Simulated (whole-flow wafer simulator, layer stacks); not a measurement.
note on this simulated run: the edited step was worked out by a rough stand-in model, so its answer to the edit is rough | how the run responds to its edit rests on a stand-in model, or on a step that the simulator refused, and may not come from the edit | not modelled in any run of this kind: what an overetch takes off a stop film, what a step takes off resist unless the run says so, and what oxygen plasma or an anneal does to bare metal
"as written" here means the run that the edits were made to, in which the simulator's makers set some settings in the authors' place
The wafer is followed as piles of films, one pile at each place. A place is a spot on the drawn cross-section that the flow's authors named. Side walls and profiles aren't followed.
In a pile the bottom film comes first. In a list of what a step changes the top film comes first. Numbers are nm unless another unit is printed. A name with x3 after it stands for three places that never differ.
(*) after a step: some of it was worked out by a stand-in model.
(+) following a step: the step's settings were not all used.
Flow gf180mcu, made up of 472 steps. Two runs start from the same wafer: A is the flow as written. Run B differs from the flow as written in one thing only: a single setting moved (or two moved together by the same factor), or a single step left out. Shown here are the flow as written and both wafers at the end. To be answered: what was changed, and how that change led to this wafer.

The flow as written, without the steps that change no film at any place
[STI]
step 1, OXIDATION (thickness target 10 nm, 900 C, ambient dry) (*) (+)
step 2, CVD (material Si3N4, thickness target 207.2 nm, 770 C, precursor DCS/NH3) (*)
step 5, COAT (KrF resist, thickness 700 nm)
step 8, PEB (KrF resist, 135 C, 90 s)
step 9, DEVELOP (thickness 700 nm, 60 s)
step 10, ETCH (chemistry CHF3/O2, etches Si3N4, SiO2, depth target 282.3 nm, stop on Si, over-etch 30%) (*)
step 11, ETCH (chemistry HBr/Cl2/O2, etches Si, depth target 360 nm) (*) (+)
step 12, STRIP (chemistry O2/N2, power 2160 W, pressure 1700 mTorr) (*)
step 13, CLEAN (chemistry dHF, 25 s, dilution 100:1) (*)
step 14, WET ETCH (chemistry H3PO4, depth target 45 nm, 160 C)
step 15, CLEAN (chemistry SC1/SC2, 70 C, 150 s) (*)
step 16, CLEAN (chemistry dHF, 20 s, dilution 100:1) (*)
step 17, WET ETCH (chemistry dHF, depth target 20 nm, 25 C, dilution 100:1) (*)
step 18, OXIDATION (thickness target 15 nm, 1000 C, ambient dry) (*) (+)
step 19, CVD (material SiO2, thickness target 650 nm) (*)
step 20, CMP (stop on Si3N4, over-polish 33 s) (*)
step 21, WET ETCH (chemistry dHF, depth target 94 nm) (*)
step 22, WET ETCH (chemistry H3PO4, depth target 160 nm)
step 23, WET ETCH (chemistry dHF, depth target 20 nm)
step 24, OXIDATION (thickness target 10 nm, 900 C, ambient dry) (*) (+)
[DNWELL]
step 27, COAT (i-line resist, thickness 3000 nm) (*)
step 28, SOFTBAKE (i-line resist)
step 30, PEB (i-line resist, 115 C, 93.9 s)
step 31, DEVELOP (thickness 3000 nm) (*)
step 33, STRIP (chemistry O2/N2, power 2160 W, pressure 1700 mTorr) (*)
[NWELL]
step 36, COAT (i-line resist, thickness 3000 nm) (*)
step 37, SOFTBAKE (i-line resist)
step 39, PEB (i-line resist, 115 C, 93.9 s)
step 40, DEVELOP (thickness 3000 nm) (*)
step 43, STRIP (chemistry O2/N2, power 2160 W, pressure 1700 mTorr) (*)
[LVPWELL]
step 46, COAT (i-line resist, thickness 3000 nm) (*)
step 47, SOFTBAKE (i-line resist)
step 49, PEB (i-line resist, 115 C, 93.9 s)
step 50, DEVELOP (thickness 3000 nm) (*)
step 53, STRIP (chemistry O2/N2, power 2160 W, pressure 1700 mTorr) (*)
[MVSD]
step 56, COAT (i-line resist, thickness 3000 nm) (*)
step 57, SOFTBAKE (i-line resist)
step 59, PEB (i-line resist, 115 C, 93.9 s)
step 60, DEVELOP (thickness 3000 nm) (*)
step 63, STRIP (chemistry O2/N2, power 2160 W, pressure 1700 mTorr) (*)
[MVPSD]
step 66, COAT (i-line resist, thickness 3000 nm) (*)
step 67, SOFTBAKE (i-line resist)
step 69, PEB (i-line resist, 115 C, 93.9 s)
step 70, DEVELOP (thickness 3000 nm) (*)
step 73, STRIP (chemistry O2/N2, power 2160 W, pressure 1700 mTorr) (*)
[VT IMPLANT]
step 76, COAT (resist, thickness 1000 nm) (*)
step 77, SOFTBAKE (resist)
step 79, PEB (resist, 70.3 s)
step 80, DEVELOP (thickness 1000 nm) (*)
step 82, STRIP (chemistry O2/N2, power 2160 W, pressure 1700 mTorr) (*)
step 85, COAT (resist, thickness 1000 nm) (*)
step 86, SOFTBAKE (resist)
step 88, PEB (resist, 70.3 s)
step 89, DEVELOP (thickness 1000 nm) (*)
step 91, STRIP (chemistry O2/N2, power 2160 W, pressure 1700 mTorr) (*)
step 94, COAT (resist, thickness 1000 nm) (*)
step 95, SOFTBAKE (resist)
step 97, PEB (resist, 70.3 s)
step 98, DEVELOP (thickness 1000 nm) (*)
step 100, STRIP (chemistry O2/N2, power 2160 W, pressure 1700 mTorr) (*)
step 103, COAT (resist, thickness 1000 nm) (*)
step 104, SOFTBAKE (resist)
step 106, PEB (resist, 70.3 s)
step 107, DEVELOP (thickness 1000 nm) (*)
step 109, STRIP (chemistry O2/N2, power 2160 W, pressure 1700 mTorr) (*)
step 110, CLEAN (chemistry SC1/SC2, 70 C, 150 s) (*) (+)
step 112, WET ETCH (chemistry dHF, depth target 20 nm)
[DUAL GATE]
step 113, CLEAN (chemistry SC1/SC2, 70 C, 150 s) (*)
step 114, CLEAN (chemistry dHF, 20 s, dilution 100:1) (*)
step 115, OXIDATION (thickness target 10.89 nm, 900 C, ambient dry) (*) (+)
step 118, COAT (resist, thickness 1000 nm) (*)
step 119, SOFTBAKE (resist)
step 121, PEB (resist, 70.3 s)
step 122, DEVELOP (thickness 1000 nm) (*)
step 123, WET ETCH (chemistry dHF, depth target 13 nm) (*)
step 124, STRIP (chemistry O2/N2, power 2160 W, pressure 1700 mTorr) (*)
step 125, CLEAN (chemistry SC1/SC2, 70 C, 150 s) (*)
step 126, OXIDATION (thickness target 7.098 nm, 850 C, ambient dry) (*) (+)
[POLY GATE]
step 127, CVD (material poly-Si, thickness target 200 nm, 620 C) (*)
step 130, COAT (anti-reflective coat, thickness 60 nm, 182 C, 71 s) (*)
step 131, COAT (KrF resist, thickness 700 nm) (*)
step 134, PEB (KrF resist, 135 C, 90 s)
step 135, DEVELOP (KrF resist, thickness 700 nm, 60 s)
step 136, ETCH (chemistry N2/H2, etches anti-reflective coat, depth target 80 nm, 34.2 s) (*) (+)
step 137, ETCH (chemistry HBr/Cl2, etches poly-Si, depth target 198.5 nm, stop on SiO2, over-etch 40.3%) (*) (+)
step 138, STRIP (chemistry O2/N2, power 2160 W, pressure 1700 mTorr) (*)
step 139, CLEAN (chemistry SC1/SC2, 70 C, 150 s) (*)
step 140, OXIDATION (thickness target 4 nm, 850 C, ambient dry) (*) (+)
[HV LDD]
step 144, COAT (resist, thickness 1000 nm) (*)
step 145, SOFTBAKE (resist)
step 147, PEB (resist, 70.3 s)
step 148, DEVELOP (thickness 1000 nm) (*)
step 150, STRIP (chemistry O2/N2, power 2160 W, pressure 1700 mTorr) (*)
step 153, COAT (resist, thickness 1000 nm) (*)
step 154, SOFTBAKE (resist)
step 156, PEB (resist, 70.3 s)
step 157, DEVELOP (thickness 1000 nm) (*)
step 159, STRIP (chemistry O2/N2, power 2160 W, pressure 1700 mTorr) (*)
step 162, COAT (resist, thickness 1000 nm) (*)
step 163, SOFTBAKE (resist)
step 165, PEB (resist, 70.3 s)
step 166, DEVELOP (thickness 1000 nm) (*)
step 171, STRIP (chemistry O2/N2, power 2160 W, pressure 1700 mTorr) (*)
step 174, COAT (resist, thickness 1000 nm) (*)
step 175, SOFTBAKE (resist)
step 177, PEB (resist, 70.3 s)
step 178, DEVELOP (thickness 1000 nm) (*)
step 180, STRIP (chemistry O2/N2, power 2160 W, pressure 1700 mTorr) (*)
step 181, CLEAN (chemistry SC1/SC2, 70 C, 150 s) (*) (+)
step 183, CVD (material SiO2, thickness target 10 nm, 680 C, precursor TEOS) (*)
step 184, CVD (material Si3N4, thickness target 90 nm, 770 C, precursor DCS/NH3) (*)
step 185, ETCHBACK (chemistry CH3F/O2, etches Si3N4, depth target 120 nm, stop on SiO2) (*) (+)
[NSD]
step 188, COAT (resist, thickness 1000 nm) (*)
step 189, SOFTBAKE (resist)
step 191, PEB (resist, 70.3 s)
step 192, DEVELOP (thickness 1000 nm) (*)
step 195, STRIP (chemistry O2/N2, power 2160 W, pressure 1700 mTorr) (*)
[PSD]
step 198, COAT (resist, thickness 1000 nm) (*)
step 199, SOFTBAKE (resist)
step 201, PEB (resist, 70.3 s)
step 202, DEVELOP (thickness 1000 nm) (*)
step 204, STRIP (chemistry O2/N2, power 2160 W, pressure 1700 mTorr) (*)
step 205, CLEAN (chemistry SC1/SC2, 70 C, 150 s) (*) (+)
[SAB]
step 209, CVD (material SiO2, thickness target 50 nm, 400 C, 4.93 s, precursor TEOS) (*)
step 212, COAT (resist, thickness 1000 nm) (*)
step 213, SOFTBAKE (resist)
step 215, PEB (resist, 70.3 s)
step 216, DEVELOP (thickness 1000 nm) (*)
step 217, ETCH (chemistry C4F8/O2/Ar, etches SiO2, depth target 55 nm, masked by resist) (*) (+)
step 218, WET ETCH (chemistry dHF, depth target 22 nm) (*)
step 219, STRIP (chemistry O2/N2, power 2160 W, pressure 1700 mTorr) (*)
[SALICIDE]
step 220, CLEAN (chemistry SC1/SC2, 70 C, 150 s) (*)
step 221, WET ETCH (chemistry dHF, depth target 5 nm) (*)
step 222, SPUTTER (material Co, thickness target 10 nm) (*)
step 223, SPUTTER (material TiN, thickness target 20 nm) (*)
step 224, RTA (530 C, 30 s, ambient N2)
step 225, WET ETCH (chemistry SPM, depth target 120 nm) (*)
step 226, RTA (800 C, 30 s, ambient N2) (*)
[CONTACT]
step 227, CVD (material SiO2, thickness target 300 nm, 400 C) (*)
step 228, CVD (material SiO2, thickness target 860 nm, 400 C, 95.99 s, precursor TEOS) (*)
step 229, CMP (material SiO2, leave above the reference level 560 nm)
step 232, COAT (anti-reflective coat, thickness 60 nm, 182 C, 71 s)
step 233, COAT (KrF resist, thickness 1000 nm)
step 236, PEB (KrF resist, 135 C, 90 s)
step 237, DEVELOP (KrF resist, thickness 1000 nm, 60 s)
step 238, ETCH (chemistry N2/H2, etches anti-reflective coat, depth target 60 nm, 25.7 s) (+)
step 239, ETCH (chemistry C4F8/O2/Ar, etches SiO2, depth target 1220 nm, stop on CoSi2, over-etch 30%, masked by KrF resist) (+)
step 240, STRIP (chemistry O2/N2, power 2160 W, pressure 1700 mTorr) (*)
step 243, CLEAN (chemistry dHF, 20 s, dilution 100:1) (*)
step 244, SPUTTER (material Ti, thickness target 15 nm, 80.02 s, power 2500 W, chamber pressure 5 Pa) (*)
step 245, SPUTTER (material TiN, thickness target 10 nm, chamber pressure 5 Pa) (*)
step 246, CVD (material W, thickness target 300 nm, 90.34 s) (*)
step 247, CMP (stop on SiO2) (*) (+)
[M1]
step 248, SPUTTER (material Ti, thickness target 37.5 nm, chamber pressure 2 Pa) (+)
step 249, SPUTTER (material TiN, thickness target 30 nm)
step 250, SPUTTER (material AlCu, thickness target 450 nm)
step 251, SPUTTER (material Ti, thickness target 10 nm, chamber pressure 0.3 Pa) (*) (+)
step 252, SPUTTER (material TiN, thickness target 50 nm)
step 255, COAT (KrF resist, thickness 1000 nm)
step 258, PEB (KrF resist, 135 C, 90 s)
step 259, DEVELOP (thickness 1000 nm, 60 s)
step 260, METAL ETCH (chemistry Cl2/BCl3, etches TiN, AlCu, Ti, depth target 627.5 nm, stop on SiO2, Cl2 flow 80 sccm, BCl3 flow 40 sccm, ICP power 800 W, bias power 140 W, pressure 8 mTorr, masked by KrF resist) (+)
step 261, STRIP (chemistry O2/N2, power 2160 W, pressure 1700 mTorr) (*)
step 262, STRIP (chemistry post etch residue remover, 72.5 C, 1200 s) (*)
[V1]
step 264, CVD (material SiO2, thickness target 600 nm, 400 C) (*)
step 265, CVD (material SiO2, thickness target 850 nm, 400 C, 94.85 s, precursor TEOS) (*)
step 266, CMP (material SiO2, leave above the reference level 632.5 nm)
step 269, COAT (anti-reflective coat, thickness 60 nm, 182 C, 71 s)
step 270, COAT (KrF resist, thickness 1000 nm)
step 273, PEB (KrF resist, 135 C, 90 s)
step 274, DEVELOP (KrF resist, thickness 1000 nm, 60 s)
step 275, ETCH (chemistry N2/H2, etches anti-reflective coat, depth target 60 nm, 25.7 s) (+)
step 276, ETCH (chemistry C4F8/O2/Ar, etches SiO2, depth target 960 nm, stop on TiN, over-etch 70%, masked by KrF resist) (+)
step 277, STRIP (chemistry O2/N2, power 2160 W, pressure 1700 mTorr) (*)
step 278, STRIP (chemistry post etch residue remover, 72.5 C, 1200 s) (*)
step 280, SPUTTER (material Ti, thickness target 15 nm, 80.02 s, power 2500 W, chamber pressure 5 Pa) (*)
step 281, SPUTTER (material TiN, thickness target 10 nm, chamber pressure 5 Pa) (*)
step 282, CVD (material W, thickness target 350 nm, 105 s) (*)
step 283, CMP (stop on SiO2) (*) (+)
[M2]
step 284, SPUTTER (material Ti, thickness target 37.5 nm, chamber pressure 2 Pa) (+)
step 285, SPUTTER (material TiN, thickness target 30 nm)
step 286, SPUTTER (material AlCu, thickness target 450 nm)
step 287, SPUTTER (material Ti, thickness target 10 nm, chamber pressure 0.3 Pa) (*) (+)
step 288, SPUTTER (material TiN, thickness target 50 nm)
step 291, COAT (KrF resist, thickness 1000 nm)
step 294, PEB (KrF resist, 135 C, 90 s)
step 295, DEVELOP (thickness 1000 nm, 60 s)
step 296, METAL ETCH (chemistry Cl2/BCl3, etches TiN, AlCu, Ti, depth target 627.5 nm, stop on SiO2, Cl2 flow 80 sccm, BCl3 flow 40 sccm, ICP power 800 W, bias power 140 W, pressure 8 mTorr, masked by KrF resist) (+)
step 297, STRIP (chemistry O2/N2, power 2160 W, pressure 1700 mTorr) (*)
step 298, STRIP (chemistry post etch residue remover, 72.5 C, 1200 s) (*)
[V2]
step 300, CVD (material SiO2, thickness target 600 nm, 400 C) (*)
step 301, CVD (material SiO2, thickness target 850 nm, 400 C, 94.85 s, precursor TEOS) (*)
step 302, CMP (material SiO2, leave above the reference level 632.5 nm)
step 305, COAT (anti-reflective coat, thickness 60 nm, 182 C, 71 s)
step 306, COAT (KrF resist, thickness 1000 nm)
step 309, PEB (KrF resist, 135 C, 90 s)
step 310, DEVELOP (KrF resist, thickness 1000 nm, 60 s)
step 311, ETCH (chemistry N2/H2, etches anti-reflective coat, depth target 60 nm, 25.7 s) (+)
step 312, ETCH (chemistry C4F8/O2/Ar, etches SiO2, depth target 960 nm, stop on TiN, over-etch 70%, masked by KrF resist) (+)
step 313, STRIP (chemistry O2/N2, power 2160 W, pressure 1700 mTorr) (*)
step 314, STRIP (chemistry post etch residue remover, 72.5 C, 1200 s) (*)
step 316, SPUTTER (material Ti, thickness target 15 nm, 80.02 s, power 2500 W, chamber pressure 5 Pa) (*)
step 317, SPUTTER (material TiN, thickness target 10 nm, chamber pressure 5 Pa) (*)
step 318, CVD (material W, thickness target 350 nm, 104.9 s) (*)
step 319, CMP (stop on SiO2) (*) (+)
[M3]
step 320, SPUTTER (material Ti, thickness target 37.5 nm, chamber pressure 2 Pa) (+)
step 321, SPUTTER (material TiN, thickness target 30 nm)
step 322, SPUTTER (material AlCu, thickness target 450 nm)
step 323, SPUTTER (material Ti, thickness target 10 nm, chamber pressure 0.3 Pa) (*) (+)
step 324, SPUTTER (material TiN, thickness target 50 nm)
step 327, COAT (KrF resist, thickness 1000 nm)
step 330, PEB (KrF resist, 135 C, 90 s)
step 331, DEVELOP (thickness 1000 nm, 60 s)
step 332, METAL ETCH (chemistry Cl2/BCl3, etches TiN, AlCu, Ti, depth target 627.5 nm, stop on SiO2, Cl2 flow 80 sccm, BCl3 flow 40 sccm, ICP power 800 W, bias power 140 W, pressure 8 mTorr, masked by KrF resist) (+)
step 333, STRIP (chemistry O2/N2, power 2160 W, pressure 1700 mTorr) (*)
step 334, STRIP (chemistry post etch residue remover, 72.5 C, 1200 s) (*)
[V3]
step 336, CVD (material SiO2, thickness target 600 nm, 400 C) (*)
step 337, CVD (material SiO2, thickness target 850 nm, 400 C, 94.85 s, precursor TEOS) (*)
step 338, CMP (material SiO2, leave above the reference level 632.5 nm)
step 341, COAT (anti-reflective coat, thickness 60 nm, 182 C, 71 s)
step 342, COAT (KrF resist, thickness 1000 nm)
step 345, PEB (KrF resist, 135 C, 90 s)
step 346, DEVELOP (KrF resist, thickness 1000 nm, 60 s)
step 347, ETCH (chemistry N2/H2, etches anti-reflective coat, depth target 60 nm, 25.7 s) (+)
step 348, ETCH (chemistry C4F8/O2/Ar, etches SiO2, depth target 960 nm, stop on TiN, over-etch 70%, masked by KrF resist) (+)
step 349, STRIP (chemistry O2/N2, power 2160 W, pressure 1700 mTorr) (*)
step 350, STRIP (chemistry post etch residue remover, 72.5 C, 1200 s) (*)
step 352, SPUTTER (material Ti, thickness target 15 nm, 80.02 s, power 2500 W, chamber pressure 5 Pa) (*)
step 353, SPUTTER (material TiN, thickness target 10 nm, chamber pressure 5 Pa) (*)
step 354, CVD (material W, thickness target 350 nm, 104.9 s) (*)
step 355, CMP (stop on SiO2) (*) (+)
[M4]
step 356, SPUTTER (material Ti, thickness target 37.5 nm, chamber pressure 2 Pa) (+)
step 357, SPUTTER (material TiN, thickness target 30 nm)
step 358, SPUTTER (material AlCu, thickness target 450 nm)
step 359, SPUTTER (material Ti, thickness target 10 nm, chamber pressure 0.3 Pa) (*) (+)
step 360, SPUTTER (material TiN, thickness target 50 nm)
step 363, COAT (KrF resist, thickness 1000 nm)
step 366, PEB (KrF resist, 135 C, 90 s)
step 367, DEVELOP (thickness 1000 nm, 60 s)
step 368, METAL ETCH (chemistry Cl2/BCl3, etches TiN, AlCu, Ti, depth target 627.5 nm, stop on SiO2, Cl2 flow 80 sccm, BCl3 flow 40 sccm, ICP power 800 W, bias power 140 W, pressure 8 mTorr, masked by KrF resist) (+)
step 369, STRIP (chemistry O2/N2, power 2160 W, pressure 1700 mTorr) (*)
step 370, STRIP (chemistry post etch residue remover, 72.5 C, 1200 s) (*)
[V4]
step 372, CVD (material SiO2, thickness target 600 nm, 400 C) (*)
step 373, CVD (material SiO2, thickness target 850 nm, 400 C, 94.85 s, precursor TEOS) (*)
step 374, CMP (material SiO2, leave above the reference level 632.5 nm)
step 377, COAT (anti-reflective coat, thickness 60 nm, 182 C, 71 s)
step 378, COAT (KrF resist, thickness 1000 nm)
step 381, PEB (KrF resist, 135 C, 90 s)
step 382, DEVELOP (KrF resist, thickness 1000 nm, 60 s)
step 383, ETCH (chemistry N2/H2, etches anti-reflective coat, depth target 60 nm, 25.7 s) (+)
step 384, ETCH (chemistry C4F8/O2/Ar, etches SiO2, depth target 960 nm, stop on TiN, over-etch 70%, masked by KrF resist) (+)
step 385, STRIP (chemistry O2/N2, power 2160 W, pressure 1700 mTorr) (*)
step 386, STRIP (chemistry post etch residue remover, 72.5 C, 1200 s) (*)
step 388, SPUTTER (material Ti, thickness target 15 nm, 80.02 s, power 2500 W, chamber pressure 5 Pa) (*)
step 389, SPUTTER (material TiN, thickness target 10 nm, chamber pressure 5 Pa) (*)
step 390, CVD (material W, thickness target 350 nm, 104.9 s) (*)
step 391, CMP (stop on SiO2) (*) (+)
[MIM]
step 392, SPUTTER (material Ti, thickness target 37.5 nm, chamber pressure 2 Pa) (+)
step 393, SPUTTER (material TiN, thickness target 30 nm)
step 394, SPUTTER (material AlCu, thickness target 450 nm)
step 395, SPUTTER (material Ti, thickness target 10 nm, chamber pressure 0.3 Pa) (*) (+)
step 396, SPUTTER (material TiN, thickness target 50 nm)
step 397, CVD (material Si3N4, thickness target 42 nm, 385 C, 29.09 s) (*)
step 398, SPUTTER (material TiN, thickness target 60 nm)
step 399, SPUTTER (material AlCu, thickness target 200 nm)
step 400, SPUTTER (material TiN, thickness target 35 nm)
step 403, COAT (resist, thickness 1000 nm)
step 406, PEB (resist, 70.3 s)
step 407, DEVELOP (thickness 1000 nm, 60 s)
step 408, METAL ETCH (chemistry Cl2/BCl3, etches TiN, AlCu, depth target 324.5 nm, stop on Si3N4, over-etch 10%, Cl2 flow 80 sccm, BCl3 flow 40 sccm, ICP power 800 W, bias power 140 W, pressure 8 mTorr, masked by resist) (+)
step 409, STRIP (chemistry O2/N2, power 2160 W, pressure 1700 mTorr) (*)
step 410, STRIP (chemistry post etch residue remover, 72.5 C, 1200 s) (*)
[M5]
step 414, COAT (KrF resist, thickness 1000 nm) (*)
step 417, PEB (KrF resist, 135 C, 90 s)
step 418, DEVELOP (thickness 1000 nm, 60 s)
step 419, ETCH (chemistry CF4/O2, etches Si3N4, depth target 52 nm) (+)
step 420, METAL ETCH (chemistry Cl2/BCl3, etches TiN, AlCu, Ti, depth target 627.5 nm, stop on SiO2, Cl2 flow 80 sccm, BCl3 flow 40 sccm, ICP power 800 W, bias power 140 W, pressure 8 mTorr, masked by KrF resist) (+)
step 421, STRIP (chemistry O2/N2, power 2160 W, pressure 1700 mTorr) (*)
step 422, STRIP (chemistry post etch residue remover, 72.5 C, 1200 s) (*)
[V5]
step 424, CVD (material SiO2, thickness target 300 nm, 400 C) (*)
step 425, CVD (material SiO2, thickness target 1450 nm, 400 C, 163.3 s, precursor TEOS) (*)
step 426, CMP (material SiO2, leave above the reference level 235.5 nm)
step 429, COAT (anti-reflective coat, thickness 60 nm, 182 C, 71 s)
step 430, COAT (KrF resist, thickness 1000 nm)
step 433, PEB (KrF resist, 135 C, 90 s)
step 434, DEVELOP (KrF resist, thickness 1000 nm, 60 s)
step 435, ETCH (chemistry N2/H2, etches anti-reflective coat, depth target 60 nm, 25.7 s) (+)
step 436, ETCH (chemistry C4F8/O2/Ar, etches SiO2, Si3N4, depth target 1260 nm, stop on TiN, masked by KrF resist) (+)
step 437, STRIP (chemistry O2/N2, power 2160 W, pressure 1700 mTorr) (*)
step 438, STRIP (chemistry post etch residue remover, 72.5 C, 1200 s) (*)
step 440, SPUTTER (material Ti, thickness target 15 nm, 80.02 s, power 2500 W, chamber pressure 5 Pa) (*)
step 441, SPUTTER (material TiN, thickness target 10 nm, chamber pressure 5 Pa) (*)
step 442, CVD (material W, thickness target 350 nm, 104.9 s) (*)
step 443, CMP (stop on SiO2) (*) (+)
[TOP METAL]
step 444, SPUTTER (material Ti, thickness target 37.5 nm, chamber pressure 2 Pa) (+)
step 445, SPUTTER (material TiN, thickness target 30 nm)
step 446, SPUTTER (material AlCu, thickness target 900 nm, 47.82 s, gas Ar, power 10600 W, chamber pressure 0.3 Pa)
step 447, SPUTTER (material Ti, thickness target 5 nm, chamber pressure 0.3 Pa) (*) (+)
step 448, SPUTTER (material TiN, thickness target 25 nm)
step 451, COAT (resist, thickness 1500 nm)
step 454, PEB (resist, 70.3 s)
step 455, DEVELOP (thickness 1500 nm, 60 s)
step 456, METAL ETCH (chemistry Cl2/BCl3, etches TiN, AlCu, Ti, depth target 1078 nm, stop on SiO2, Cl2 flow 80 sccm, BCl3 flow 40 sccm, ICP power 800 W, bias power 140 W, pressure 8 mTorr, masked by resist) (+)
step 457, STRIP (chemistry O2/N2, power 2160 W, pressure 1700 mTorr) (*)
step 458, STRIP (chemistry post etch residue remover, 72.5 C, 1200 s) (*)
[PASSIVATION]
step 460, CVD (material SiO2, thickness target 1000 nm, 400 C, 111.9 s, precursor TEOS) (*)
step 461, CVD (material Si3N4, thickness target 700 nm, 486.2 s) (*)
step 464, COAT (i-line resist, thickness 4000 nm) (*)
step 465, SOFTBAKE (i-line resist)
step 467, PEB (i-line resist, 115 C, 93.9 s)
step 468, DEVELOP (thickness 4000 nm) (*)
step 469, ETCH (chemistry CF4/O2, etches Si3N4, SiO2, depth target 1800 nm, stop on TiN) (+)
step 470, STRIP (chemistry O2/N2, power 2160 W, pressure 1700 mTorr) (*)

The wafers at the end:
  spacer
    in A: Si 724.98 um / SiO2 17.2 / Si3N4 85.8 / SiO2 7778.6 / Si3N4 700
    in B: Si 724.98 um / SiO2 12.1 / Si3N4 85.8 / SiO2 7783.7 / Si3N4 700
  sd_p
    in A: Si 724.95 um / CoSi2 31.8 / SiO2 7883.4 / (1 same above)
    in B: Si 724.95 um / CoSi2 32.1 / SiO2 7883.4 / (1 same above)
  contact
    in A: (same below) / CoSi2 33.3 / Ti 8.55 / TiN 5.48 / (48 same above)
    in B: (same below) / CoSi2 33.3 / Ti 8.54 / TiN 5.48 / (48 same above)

Cause: step 183, CVD: thickness target 4.9 nm was run, while the flow as written has thickness target 10 nm.

How this came from the change, step by step:
  step 183, CVD (material SiO2, thickness target 10 nm, 680 C, precursor TEOS) (*)
      field, field__w1, field__w2 and 99 more: A +10 SiO2 | B +4.9 SiO2
      ld_drift_p: A +9.87 SiO2 | B +4.84 SiO2
      (as well as at 1 more place)
  step 189, SOFTBAKE (resist)
      field: A +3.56 resist | B -0.36 resist
      active_hv: A +2.68 resist | B -0.53 resist
      (as well as at 1 more place)
  step 199, SOFTBAKE (resist)
      field: A +3.56 resist | B -0.36 resist
      active_hv: A +2.68 resist | B -0.53 resist
      (as well as at 1 more place)
  step 218, WET ETCH (chemistry dHF, depth target 22 nm) (*)
      gate, gate_hv, gate_p and 23 more: A -5.48 SiO2 (all of it) | B -0.38 SiO2 (all of it)
      active, p_well, sd_n, iso_ptap_pw, iso_ntap_nw, iso_ptap_sub, vpnp_e: A -9.01 SiO2 (all of it) | B -3.91 SiO2 (all of it)
      (as well as at 16 more places)
  step 229, CMP (material SiO2, leave above the reference level 560 nm)
      field_sub, field_sub__w2: A -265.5 SiO2 | B -260 SiO2
      field__w2: A -250 SiO2 | B -243.8 SiO2
      (as well as at 6 more places)
